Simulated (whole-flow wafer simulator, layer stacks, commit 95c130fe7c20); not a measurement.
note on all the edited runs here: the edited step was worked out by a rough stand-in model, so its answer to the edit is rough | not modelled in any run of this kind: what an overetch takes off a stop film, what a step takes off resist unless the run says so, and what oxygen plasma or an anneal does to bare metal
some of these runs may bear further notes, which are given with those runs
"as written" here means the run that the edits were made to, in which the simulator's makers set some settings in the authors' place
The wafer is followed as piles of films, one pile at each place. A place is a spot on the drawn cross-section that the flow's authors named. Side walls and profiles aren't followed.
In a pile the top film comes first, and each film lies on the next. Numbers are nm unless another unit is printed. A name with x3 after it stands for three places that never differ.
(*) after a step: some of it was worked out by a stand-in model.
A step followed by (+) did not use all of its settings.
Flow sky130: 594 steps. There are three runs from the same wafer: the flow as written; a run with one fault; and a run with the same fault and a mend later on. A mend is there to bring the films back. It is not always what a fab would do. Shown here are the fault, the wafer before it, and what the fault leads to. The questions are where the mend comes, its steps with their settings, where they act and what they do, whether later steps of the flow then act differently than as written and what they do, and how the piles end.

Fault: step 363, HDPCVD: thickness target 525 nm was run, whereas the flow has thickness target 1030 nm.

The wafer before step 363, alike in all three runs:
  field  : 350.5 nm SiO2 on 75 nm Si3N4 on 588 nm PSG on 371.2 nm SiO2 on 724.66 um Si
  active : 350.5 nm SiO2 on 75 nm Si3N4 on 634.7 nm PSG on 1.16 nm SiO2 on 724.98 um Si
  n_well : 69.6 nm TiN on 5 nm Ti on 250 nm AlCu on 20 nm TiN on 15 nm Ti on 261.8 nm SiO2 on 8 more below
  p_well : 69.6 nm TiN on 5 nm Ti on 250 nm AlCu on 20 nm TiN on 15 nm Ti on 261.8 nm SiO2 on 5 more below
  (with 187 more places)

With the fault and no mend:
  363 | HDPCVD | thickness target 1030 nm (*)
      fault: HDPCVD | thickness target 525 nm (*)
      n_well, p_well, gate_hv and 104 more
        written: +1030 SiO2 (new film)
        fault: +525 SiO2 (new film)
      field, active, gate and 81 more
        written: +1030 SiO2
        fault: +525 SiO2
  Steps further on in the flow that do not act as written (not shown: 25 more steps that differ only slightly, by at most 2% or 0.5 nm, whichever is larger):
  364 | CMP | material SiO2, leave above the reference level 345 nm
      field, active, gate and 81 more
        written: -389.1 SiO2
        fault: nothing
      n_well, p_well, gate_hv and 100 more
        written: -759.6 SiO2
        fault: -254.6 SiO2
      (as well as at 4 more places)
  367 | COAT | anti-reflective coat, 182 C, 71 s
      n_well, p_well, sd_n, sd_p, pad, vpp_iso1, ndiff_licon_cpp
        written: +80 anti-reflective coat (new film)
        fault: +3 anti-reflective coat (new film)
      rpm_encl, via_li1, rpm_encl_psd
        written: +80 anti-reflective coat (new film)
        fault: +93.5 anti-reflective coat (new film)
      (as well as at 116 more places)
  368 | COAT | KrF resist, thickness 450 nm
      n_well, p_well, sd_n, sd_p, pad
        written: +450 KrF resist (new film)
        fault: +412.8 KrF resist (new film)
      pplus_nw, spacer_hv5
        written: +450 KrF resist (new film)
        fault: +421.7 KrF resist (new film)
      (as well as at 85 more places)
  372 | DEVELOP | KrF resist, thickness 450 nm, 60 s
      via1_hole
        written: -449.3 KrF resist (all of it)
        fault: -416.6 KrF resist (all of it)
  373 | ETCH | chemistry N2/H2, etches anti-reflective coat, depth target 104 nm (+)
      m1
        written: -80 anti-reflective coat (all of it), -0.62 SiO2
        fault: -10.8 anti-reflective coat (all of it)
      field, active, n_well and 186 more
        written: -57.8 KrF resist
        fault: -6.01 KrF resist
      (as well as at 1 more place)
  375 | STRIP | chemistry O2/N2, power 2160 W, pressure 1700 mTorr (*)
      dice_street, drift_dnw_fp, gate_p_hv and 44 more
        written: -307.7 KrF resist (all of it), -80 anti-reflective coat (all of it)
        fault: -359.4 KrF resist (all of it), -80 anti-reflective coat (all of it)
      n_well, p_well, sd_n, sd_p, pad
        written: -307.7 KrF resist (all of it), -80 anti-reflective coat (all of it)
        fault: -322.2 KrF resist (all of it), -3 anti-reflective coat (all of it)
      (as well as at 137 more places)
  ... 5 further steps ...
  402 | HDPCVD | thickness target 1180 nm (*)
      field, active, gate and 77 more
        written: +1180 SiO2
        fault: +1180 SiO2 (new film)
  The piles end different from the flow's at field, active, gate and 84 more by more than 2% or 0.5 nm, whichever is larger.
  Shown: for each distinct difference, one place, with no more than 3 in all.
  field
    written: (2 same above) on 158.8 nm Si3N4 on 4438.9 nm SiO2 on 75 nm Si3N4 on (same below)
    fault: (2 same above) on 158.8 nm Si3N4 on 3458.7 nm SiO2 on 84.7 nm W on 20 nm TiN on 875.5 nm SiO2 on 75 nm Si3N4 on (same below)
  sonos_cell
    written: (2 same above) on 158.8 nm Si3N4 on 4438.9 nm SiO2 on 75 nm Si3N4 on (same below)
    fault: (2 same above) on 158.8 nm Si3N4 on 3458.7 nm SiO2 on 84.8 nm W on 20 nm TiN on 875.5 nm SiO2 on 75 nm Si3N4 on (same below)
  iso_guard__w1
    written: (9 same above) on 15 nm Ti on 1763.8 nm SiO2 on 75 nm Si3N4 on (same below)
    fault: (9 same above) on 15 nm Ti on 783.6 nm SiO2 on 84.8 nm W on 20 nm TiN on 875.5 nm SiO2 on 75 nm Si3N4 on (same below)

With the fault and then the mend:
  After step 363 comes the mend.
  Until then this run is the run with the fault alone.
  363a | HDPCVD | thickness target 505 nm (*) (a further turn of the flow's step 363, with different settings)
      field, active, n_well and 188 more
        +505 SiO2
  Every later step of the flow that is run acts as written at every place that is followed.
  At every place that both follow, the piles at the end match the flow's.
